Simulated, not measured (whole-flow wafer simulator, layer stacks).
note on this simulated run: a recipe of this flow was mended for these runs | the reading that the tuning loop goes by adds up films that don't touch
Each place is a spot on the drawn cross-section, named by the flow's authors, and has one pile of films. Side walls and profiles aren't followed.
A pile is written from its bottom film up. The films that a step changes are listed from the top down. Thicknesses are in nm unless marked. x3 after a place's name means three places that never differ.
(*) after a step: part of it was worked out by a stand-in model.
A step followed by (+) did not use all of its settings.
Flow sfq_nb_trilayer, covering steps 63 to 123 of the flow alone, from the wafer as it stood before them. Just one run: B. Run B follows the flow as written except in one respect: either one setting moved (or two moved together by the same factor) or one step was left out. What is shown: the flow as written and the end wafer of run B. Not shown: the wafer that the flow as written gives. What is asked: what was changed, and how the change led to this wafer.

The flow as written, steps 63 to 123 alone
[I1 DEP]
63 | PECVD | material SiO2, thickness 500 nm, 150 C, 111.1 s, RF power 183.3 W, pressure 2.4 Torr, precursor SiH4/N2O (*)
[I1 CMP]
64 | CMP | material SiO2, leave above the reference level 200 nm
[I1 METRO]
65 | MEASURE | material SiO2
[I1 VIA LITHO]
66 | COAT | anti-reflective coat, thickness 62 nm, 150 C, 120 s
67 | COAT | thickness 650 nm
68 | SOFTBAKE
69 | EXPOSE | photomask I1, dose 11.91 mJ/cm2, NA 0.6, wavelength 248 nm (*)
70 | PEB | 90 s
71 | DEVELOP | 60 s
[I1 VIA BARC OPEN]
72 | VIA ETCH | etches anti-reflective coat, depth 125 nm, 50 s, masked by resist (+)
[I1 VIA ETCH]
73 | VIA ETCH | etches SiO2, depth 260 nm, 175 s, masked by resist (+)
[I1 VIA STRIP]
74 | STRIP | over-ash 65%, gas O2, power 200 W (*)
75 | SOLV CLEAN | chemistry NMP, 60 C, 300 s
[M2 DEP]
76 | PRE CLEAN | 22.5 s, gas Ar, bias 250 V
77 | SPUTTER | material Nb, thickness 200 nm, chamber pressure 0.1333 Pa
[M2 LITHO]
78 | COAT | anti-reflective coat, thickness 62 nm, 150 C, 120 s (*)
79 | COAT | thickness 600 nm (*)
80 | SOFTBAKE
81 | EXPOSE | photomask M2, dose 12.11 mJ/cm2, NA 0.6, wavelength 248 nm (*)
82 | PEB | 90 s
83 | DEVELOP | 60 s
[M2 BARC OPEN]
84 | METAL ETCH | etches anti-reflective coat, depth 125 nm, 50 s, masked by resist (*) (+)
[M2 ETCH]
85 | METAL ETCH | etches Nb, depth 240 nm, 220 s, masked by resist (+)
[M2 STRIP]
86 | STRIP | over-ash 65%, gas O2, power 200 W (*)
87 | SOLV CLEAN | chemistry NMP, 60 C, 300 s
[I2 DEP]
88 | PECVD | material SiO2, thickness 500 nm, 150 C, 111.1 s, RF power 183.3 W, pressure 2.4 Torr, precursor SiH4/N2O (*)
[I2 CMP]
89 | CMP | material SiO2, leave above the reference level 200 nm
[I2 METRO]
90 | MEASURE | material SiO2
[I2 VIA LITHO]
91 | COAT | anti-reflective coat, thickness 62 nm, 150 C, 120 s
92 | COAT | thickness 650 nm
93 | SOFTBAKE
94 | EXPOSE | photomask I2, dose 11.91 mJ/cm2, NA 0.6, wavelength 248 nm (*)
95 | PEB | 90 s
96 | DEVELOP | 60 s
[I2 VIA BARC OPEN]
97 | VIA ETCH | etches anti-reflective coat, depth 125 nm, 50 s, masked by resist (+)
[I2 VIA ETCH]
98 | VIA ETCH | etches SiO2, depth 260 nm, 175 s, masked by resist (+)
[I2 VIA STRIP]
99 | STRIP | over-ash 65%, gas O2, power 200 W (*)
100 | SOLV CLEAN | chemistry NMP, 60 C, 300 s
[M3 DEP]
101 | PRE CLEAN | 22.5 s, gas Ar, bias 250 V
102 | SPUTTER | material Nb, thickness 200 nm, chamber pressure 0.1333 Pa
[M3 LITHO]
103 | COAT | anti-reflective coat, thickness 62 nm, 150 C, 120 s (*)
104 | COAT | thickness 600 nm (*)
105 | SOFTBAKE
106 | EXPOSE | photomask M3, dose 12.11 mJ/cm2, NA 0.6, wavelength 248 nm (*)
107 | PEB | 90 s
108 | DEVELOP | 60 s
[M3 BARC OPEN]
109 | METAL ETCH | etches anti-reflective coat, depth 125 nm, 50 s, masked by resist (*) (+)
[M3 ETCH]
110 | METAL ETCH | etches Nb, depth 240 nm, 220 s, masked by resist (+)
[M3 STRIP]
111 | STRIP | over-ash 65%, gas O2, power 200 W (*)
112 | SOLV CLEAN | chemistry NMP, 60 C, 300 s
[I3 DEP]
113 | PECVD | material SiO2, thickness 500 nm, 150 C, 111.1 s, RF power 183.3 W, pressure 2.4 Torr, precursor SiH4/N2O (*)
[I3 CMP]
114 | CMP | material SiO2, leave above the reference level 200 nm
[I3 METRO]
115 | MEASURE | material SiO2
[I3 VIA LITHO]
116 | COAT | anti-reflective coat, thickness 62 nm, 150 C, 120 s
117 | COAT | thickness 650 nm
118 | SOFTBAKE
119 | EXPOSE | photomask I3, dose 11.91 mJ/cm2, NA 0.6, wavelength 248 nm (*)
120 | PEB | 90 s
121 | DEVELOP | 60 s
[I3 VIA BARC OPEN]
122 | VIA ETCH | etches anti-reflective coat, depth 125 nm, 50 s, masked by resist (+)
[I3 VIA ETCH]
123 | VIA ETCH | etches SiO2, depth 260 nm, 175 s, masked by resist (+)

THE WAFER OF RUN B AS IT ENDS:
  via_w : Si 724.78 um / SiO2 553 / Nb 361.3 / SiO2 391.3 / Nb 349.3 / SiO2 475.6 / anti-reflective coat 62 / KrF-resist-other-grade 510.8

The reason: step 63, PECVD: 77.78 s was run, while the flow as written has 111.1 s.

Step by step, how the change led to this:
  63 | PECVD | material SiO2, thickness 500 nm, 150 C, 111.1 s, RF power 183.3 W, pressure 2.4 Torr, precursor SiH4/N2O (*)
      field_l, be, be_sur and 72 more: +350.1 SiO2 (it would be, as written: +500 SiO2)
      v_sur, via_wl, via_wr and 20 more: +350.1 SiO2 (new film) (it would be, as written: +500 SiO2 (new film))
      (as well as at 8 more places)
  64 | CMP | material SiO2, leave above the reference level 200 nm
      field_l, be, be_sur and 72 more: nothing (it would be, as written: -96 SiO2)
      lsp_m, ln_m6, lsp_r, l0_sur, l0v: nothing (it would be, as written: -90.8 SiO2)
      (as well as at 26 more places)
  66 | COAT | anti-reflective coat, thickness 62 nm, 150 C, 120 s
      m0r_line_l x3, m0r_line_r x3: +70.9 anti-reflective coat (new film) (it would be, as written: +62 anti-reflective coat (new film))
      m0r_space_l, m0r_space_r, m6r_space_l x2, m6r_space_r x2: +77.3 anti-reflective coat (new film) (it would be, as written: +62 anti-reflective coat (new film))
      (as well as at 57 more places)
  67 | COAT | thickness 650 nm
      via_sp: +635 KrF-resist-other-grade (new film) (it would be, as written: +650 KrF-resist-other-grade (new film))
      via_v: +631.2 KrF-resist-other-grade (new film) (it would be, as written: +650 KrF-resist-other-grade (new film))
      (as well as at 5 more places)
  71 | DEVELOP | 60 s
      via_v: -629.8 KrF-resist-other-grade (all of it) (it would be, as written: -648.6 KrF-resist-other-grade (all of it))
  72 | VIA ETCH | etches anti-reflective coat, depth 125 nm, 50 s, masked by resist (+)
      via_v: -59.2 anti-reflective coat (all of it), -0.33 SiO2 (it would be, as written: -62 anti-reflective coat (all of it), -0.31 SiO2)
  74 | STRIP | over-ash 65%, gas O2, power 200 W (*)
      m0r_line_l x3, m0r_line_r x3: -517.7 KrF-resist-other-grade (all of it), -70.9 anti-reflective coat (all of it) (it would be, as written: -510.8 KrF-resist-other-grade (all of it), -62 anti-reflective coat (all of it))
      m0r_space_l, m0r_space_r, m6r_space_l x2, m6r_space_r x2: -512.4 KrF-resist-other-grade (all of it), -77.3 anti-reflective coat (all of it) (it would be, as written: -510.8 KrF-resist-other-grade (all of it), -62 anti-reflective coat (all of it))
      (as well as at 57 more places)
  78 | COAT | anti-reflective coat, thickness 62 nm, 150 C, 120 s (*)
      m0r_line_l x3, m0r_line_r x3: +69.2 anti-reflective coat (new film) (it would be, as written: +62 anti-reflective coat (new film))
      wl_j_sr, wl_a_m6, wl_b_m5: +60.7 anti-reflective coat (new film) (it would be, as written: +62 anti-reflective coat (new film))
      (as well as at 61 more places)
  79 | COAT | thickness 600 nm (*)
      via_wr: +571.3 KrF-resist-other-grade (new film) (it would be, as written: +584.2 KrF-resist-other-grade (new film))
      via_sp: +583.4 KrF-resist-other-grade (new film) (it would be, as written: +600.7 KrF-resist-other-grade (new film))
      (as well as at 6 more places)
  83 | DEVELOP | 60 s
      wl_f_m6: -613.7 KrF-resist-other-grade (all of it) (it would be, as written: -598.7 KrF-resist-other-grade (all of it))
      wl_f_sr: -613.5 KrF-resist-other-grade (all of it) (it would be, as written: -598.7 KrF-resist-other-grade (all of it))
      (as well as at 2 more places)
  84 | METAL ETCH | etches anti-reflective coat, depth 125 nm, 50 s, masked by resist (*) (+)
      m0r_line_l x3, m0r_line_r x3: -69.2 anti-reflective coat (all of it) (it would be, as written: -62 anti-reflective coat (all of it))
      m0r_space_l, m6r_space_l x2: -75.2 anti-reflective coat (all of it) (it would be, as written: -62 anti-reflective coat (all of it))
      (as well as at 45 more places)
  86 | STRIP | over-ash 65%, gas O2, power 200 W (*)
      v_sur: -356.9 KrF-resist-other-grade (all of it), -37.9 anti-reflective coat (all of it) (it would be, as written: -360.6 KrF-resist-other-grade (all of it), -64.8 anti-reflective coat (all of it))
      via_wl: -348.6 KrF-resist-other-grade (all of it), -48.5 anti-reflective coat (all of it) (it would be, as written: -357.4 KrF-resist-other-grade (all of it), -67.7 anti-reflective coat (all of it))
      (as well as at 16 more places)
  89 | CMP | material SiO2, leave above the reference level 200 nm
      field_l, be, be_sur and 74 more: -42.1 SiO2 (it would be, as written: -96 SiO2)
      lsp_m, ln_m6, lsp_r, l0_sur, l0v: -38.6 SiO2 (it would be, as written: -96 SiO2)
      (as well as at 1 more place)
  98 | VIA ETCH | etches SiO2, depth 260 nm, 175 s, masked by resist (+)
      via_w: -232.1 SiO2 (all of it), -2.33 Nb (it would be, as written: -199.7 SiO2 (all of it), -5.03 Nb)
  102 | SPUTTER | material Nb, thickness 200 nm, chamber pressure 0.1333 Pa
      via_w: +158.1 Nb (it would be, as written: +164.5 Nb)
  103 | COAT | anti-reflective coat, thickness 62 nm, 150 C, 120 s (*)
      via_w: +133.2 anti-reflective coat (new film) (it would be, as written: +126.8 anti-reflective coat (new film))
  ... another 2 steps ...
  113 | PECVD | material SiO2, thickness 500 nm, 150 C, 111.1 s, RF power 183.3 W, pressure 2.4 Torr, precursor SiH4/N2O (*)
      via_w: +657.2 SiO2 (new film) (it would be, as written: +621.2 SiO2 (new film))
